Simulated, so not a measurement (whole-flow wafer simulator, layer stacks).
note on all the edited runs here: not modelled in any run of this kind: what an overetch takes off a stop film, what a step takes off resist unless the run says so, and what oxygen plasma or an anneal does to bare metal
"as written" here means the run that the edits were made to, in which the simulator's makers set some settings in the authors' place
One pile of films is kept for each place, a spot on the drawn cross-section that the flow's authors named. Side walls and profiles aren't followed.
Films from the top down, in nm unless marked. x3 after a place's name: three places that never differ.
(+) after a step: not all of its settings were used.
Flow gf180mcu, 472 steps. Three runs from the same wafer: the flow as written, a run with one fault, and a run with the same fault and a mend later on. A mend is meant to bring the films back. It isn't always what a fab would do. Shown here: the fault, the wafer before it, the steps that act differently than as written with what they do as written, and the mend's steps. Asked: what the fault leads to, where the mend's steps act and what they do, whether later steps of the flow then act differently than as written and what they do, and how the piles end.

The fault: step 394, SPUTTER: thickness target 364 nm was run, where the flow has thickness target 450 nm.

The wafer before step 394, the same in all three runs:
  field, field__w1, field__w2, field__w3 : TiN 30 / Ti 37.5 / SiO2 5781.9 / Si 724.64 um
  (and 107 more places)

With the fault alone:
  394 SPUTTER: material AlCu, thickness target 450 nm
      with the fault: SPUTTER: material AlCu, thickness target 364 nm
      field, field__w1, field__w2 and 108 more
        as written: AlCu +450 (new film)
        with the fault: AlCu +364 (new film)
  Later steps of the flow that act differently than as written (1 more step differs only slightly, by at most 2% or 0.5 nm, whichever is larger, and isn't shown):
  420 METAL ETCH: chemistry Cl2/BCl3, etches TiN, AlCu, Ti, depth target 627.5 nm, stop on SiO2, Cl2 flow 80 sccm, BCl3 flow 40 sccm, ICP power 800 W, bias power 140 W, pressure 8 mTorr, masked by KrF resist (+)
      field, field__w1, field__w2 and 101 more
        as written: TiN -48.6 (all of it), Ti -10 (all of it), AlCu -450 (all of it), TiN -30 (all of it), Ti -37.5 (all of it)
        with the fault: TiN -48.6 (all of it), Ti -10 (all of it), AlCu -364 (all of it), TiN -30 (all of it), Ti -37.5 (all of it)
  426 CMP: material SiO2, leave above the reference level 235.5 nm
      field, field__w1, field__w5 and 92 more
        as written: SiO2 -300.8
        with the fault: SiO2 -386.8
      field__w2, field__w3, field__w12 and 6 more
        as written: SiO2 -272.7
        with the fault: SiO2 -362.6
  At the end the piles differ from the flow's by more than 2% or 0.5 nm, whichever is larger, at field__w4, field__w8, contact, m1, m1__w1, mim, mim_1p0, m1_nw.
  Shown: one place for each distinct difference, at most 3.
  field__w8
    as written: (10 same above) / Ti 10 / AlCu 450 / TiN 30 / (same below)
    with the fault: (10 same above) / Ti 10 / AlCu 364 / TiN 30 / (same below)
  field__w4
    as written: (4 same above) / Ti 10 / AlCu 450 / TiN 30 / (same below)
    with the fault: (4 same above) / Ti 10 / AlCu 364 / TiN 30 / (same below)
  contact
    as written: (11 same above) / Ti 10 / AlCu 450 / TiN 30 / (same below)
    with the fault: (11 same above) / Ti 10 / AlCu 364 / TiN 30 / (same below)

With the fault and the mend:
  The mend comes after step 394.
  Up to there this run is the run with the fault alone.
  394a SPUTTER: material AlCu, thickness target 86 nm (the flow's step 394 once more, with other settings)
      field, field__w1, field__w2 and 108 more
        AlCu +86
  No later step of the flow acts differently than as written at any place that is followed.
  At the end the piles are the same as the flow's at every place that both follow.
